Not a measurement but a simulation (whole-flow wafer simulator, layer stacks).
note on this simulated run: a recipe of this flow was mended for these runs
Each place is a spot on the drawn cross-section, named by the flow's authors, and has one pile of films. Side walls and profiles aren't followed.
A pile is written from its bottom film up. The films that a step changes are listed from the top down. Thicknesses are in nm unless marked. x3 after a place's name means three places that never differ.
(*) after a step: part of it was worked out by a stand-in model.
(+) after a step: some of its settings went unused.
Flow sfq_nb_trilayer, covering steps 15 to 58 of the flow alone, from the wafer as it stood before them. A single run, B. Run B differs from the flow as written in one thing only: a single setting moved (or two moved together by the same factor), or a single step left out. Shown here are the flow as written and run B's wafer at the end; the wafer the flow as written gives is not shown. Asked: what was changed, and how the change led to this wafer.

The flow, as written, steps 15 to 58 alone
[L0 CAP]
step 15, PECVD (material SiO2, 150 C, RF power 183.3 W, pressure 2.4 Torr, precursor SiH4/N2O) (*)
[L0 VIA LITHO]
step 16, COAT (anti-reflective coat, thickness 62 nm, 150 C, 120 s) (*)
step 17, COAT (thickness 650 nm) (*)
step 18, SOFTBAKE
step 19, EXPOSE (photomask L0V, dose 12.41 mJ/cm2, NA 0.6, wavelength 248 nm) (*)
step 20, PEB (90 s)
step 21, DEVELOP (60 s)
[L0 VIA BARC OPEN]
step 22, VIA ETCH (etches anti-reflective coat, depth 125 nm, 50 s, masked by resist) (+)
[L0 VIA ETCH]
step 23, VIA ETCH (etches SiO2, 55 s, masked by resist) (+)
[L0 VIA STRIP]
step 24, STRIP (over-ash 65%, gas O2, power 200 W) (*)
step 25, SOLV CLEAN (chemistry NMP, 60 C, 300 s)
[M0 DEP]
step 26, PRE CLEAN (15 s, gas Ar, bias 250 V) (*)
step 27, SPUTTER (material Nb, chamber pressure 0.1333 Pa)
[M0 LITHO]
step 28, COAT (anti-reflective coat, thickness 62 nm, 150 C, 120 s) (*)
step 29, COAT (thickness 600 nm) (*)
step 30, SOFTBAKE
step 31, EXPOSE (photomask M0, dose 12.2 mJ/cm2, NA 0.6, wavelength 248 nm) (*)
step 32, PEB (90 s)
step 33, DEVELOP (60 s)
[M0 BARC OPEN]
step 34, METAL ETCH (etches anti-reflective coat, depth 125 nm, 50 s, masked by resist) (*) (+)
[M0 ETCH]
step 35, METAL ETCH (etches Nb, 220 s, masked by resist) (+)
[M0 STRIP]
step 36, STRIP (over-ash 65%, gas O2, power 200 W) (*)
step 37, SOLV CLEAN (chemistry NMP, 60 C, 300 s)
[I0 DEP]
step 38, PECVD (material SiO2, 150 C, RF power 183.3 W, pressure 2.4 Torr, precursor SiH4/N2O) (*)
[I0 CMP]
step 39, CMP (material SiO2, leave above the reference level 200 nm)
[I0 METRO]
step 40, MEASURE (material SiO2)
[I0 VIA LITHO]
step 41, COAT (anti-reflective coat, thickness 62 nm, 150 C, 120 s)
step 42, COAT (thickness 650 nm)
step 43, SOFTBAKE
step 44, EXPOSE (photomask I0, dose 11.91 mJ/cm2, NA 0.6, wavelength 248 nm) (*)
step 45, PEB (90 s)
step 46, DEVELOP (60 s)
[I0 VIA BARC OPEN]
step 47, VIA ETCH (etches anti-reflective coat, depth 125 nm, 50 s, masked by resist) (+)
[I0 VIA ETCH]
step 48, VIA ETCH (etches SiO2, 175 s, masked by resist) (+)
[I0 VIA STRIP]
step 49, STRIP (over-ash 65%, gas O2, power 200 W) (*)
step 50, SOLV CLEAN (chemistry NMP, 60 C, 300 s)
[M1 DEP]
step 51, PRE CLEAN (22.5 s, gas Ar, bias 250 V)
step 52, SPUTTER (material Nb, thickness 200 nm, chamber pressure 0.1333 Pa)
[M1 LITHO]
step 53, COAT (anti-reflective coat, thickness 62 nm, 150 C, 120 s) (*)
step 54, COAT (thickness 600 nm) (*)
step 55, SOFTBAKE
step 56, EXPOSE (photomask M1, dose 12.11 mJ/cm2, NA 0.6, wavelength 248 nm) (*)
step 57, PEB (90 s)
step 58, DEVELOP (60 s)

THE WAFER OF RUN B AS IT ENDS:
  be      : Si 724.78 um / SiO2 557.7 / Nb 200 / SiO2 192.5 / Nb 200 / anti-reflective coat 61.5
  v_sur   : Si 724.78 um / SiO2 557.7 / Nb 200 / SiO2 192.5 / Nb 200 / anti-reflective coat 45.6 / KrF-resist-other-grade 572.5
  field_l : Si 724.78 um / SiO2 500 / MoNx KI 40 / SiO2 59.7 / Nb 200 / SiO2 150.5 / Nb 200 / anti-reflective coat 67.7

Cause: step 15, PECVD: pressure 2.09 Torr was run, whereas the flow has pressure 2.4 Torr.

Step by step, how the change led to this:
  step 15, PECVD (material SiO2, 150 C, RF power 183.3 W, pressure 2.4 Torr, precursor SiH4/N2O) (*)
      v_sur, via_wl, via_w and 97 more: SiO2 gains 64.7 (in the flow as written it would be: SiO2 gains 60)
      field_l, l0_sur, l0v, l0r_line_l, l0r_line_c, l0r_line_r: SiO2 gains 64.7 (new film) (in the flow as written it would be: SiO2 gains 60 (new film))
  step 23, VIA ETCH (etches SiO2, 55 s, masked by resist) (+)
      l0v: SiO2 loses 64.4 (all of it), MoNx KI loses 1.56 (in the flow as written it would be: SiO2 loses 59.7 (all of it), MoNx KI loses 2.03)
  step 28, COAT (anti-reflective coat, thickness 62 nm, 150 C, 120 s) (*)
      l0_sur: anti-reflective coat gains 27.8 (new film) (in the flow as written it would be: anti-reflective coat gains 29.3 (new film))
  step 36, STRIP (over-ash 65%, gas O2, power 200 W) (*)
      l0_sur: KrF-resist-other-grade loses 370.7 (all of it), anti-reflective coat loses 27.8 (all of it) (in the flow as written it would be: KrF-resist-other-grade loses 370 (all of it), anti-reflective coat loses 29.3 (all of it))
